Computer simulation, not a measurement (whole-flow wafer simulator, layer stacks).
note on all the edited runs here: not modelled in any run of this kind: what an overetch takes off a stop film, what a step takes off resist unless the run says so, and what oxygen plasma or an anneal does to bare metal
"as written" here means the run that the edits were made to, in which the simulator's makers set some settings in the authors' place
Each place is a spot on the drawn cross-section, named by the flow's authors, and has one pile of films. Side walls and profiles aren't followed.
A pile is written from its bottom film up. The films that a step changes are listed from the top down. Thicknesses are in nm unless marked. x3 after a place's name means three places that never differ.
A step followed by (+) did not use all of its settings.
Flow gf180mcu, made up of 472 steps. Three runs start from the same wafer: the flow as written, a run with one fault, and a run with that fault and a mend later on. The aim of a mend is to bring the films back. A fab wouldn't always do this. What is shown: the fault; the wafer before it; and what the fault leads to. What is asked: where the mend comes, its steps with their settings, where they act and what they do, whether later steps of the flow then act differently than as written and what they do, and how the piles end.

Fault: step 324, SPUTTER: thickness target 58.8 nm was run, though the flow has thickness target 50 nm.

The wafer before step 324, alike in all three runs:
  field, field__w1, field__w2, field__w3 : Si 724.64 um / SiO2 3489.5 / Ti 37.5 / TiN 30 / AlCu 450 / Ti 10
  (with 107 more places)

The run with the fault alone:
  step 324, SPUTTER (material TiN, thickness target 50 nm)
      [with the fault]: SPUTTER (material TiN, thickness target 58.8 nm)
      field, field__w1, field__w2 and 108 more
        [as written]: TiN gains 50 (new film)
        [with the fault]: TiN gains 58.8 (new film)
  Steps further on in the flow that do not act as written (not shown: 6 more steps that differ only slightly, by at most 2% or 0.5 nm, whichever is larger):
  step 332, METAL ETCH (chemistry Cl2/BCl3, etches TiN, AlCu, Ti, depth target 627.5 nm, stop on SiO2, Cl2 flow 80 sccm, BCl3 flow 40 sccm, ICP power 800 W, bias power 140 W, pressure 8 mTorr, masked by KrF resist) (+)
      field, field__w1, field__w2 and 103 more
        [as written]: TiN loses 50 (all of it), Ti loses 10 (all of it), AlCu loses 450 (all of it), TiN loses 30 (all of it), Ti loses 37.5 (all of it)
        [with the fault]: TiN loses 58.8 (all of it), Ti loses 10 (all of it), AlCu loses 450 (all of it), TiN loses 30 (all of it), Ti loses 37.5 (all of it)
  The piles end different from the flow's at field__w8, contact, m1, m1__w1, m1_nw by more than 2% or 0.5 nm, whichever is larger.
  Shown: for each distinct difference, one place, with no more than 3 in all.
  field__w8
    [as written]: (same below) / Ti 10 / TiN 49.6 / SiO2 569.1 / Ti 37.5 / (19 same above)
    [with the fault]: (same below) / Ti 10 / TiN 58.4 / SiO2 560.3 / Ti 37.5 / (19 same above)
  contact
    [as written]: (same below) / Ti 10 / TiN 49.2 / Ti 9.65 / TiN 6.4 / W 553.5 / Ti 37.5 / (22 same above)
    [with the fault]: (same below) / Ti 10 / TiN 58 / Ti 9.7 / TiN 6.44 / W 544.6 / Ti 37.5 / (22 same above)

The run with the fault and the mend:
  The mend stands after step 324.
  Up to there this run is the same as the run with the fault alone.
  step 324a, METAL ETCH (chemistry Cl2/BCl3, etches TiN, AlCu, Ti, depth target 8.8 nm, Cl2 flow 80 sccm, BCl3 flow 40 sccm, ICP power 800 W, bias power 140 W, pressure 8 mTorr) (a further turn of the flow's step 260, with different settings)
      field, field__w1, field__w2 and 108 more
        TiN loses 8.8
  Every later step of the flow that is run acts as written at every place that is followed.
  At every place that both follow, the piles at the end match the flow's.
